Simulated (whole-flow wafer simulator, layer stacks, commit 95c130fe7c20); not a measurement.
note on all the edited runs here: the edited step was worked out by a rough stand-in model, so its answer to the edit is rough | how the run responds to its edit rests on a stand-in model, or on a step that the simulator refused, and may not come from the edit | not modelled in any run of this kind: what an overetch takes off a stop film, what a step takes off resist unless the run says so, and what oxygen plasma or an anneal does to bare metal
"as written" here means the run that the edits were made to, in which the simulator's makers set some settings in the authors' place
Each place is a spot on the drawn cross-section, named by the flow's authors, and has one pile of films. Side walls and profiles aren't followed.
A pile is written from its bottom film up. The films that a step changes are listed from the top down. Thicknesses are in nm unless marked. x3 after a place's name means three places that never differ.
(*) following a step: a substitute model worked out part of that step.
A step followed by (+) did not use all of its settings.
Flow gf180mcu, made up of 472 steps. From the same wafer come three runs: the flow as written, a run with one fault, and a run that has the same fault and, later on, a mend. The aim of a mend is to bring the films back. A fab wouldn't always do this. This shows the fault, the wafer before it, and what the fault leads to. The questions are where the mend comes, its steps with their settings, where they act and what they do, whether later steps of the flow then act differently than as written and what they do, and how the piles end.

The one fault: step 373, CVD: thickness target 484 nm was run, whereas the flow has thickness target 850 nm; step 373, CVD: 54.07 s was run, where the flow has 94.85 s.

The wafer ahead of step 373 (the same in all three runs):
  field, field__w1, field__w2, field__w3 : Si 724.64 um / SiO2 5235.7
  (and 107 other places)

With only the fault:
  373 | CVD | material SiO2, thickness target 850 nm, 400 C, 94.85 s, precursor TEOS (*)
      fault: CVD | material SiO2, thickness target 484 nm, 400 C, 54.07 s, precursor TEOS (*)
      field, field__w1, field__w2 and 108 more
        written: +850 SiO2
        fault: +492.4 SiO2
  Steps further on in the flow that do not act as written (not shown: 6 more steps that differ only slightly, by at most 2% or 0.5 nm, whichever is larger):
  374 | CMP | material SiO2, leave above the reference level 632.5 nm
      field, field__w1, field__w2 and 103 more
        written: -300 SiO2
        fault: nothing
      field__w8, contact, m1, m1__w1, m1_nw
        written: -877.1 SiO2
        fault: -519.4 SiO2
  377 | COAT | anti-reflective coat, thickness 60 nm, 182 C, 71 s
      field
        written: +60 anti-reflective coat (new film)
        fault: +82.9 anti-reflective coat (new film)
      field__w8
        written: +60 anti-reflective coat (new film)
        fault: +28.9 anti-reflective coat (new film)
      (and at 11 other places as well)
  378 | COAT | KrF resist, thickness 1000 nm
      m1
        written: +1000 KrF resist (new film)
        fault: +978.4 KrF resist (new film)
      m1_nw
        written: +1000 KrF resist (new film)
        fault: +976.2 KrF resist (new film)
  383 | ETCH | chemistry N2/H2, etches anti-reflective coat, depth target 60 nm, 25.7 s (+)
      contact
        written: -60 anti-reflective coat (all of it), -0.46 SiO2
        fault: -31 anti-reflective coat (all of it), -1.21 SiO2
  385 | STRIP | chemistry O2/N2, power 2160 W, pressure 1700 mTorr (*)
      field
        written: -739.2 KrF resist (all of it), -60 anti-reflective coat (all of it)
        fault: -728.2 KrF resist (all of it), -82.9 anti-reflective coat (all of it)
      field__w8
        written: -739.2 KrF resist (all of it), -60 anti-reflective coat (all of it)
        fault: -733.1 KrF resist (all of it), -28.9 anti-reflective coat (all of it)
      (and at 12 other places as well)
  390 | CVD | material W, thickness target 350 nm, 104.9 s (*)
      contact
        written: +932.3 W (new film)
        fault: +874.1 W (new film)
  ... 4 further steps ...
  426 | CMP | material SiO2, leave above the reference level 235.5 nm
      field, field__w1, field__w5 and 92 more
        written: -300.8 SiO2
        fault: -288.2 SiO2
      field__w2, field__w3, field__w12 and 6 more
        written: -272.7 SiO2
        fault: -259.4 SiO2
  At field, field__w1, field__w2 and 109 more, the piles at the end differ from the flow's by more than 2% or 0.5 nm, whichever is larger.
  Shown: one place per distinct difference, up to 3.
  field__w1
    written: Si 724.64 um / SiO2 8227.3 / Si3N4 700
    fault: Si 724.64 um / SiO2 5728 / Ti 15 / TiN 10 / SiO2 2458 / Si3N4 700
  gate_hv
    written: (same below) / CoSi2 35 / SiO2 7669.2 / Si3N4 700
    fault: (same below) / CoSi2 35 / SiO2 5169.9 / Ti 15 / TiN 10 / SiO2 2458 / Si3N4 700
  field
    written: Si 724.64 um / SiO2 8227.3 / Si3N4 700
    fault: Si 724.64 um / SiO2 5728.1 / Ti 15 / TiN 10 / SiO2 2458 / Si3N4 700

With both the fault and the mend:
  The mend stands after step 373.
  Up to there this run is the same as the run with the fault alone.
  373a | CVD | material SiO2, thickness target 366 nm, 400 C, 40.84 s, precursor TEOS (*) (a further turn of the flow's step 373, with different settings)
      field, field__w1, field__w2 and 108 more
        +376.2 SiO2
  Steps further on in the flow that do not act as written:
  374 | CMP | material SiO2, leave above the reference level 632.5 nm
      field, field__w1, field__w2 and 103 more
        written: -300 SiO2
        mend: -318.5 SiO2
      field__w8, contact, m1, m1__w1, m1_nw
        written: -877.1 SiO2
        mend: -895.6 SiO2
  The piles end the same as the flow's at every place that both follow.
